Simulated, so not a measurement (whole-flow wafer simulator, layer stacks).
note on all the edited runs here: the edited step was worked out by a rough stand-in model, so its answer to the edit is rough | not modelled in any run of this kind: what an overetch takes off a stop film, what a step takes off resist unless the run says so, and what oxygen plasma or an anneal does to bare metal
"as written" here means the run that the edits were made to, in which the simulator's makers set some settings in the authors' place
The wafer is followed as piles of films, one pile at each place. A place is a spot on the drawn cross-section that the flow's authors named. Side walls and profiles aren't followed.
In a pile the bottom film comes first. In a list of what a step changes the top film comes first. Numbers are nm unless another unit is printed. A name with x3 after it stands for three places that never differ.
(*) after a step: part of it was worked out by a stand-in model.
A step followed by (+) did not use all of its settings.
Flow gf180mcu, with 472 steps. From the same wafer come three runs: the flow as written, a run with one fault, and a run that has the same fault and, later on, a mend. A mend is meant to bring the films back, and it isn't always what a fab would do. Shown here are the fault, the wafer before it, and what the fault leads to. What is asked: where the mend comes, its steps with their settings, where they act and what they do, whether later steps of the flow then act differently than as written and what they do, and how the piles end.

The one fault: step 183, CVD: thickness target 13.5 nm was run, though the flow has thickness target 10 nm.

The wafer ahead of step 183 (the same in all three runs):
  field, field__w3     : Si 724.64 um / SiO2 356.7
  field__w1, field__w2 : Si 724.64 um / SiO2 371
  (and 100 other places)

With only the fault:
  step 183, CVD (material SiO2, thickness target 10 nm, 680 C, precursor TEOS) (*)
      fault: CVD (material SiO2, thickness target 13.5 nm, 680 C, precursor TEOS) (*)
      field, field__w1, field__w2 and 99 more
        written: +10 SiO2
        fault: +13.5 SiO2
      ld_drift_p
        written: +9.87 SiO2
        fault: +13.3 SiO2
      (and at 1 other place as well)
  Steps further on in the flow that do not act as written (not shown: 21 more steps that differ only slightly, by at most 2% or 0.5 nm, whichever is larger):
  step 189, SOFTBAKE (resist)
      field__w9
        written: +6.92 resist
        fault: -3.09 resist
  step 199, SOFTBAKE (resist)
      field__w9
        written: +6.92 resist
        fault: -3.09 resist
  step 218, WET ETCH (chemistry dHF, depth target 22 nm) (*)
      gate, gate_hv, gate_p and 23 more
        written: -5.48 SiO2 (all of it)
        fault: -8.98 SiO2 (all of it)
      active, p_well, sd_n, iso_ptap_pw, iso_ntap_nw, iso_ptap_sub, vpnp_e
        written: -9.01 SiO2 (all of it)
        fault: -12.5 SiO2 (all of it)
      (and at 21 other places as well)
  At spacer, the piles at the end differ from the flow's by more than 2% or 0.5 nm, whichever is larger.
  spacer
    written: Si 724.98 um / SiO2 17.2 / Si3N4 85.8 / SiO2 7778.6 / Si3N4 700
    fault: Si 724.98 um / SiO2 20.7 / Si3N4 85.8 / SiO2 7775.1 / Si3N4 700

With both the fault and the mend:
  The mend stands after step 216.
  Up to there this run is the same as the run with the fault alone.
  step 217, ETCH (chemistry C4F8/O2/Ar, etches SiO2, depth target 58.5 nm, masked by resist) (*) (+) (the flow's step 217, where the flow has depth target 55 nm)
      field, field__w1, field__w2 and 96 more
        -58.5 SiO2
      field__w5, field__w9, field__w13 and 8 more
        -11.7 resist
      spacer
        -50 SiO2 (all of it), -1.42 Si3N4
  None of the later steps of the flow differs from how it acts as written, at any place that is followed, by more than 2% or 0.5 nm, whichever is larger.
  At spacer, the piles at the end differ from the flow's by more than 2% or 0.5 nm, whichever is larger.
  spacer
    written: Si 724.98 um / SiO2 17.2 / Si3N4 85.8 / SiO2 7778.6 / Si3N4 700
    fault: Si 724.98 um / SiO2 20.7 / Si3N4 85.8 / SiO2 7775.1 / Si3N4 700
    mend: Si 724.98 um / SiO2 20.7 / Si3N4 85.2 / SiO2 7775.7 / Si3N4 700
